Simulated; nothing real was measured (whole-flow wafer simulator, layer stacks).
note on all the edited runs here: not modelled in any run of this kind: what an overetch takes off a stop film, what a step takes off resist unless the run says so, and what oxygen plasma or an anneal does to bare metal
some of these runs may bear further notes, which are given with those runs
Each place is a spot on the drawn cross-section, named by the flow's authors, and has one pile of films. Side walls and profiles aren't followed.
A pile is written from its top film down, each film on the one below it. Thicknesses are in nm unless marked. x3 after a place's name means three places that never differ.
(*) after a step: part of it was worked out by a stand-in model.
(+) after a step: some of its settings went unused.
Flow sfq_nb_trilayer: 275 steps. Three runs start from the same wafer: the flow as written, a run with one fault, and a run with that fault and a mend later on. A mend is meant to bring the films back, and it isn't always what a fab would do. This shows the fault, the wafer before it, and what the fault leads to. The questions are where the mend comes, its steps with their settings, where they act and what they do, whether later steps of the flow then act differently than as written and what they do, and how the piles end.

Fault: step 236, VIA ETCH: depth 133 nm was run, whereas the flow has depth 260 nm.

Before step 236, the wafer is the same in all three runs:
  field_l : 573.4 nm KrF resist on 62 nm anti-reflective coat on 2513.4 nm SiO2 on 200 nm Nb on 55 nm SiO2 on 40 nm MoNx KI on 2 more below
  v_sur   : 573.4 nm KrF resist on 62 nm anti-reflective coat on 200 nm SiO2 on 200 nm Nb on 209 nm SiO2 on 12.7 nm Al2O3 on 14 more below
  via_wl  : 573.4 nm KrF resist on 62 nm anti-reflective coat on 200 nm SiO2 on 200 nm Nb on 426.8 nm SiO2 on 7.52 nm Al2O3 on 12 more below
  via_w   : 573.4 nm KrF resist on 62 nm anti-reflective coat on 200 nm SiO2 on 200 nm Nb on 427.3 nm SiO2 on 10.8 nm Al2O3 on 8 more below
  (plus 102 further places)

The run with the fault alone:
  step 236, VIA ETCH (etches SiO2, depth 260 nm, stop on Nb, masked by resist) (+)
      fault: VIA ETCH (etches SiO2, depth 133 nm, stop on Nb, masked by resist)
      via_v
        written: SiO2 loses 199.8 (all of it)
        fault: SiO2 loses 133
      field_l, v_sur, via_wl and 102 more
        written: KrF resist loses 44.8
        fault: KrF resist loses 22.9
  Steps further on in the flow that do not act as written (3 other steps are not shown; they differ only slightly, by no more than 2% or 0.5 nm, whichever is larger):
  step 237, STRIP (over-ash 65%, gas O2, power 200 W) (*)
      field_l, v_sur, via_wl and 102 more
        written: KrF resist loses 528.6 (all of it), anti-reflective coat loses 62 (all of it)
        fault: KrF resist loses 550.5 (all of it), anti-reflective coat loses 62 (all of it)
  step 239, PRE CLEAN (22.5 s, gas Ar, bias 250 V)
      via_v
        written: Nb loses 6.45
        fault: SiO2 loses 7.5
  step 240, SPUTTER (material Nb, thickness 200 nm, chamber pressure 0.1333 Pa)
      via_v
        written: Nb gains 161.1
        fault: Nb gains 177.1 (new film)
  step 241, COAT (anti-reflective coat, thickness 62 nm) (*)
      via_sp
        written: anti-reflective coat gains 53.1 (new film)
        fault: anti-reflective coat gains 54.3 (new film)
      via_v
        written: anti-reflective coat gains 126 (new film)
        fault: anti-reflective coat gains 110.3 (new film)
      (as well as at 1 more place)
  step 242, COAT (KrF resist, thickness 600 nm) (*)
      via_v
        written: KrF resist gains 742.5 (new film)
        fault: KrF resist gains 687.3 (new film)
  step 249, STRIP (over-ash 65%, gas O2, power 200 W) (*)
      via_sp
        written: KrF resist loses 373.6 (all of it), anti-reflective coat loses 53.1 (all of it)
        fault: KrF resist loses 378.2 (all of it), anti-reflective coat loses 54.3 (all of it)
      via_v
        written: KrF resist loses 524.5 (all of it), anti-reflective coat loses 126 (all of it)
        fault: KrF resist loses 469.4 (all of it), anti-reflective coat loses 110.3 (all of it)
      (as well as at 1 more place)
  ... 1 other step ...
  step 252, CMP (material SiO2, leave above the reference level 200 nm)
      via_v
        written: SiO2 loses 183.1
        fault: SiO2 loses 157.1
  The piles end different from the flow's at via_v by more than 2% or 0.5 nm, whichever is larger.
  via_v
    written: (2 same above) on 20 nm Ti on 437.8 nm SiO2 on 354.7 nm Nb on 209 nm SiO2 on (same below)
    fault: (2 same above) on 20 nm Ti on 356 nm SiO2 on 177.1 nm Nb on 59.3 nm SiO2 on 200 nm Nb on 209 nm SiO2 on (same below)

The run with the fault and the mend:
  After step 236 comes the mend.
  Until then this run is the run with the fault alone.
  step 236a, VIA ETCH (etches SiO2, depth 127 nm, stop on Nb, masked by resist) (+) (the flow's step 236 again, with other settings)
      field_l, v_sur, via_wl and 102 more
        KrF resist loses 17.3
      via_v
        SiO2 loses 66.8 (all of it)
  Every later step of the flow that is run acts as written, at every place that is followed, to within 2% or 0.5 nm, whichever is larger.
  The piles end the same as the flow's at every place that both follow.
